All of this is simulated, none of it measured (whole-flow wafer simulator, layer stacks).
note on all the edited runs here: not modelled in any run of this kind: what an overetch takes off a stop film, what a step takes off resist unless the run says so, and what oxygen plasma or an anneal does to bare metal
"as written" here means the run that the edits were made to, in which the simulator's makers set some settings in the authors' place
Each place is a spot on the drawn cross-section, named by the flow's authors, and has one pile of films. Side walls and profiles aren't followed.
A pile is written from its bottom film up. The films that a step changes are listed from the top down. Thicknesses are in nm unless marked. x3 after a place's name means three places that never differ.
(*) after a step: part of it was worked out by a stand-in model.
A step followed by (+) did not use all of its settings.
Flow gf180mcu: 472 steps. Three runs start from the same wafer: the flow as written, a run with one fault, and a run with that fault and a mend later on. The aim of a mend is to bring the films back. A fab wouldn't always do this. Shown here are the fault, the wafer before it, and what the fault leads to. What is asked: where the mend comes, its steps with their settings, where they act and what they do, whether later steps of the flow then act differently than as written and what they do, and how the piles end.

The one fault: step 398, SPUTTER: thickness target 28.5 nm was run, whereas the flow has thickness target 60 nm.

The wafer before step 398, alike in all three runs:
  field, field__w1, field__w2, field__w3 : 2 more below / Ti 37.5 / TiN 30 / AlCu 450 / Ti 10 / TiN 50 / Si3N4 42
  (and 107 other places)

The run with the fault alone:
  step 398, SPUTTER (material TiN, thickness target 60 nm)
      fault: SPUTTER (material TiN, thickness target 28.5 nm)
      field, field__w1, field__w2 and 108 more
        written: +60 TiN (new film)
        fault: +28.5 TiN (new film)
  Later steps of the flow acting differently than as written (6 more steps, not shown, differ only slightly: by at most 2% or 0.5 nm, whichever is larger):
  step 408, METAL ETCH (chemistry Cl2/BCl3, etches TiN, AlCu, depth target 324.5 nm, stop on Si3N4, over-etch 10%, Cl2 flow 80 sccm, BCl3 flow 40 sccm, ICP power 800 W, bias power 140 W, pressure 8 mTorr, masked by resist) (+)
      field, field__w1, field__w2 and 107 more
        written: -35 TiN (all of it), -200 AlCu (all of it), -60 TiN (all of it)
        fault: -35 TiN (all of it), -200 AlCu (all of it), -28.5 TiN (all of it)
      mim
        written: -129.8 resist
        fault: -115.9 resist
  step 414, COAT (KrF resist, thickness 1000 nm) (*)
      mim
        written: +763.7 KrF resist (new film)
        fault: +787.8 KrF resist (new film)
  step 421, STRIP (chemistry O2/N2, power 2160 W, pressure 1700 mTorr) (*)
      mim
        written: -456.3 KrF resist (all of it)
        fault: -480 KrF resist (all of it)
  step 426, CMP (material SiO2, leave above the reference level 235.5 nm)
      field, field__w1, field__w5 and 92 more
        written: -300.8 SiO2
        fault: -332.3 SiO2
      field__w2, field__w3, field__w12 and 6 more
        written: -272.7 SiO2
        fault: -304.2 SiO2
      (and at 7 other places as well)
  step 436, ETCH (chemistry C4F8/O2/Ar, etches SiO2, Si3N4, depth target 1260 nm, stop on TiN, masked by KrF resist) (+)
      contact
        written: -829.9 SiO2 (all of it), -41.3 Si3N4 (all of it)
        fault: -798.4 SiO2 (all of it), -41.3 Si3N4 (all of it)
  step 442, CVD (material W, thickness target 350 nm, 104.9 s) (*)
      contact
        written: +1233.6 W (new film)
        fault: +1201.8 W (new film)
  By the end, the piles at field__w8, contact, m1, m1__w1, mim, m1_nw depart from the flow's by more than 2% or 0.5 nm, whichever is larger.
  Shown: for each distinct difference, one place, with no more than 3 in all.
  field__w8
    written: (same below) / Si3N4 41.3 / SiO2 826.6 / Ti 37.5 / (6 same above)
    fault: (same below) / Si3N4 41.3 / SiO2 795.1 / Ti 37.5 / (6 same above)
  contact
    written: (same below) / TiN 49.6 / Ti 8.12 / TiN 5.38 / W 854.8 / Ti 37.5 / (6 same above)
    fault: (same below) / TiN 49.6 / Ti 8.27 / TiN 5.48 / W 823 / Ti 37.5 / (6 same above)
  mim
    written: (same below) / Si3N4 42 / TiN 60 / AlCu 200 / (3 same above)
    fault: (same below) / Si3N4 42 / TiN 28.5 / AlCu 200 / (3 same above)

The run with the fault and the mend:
  The mend follows step 398.
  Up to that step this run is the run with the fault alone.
  step 398a, SPUTTER (material TiN, thickness target 31.5 nm) (a further turn of the flow's step 398, with different settings)
      field, field__w1, field__w2 and 108 more
        +31.5 TiN
  Later steps of the flow that are run all act as written at every place that is followed.
  By the end, the piles equal the flow's at every place that both follow.
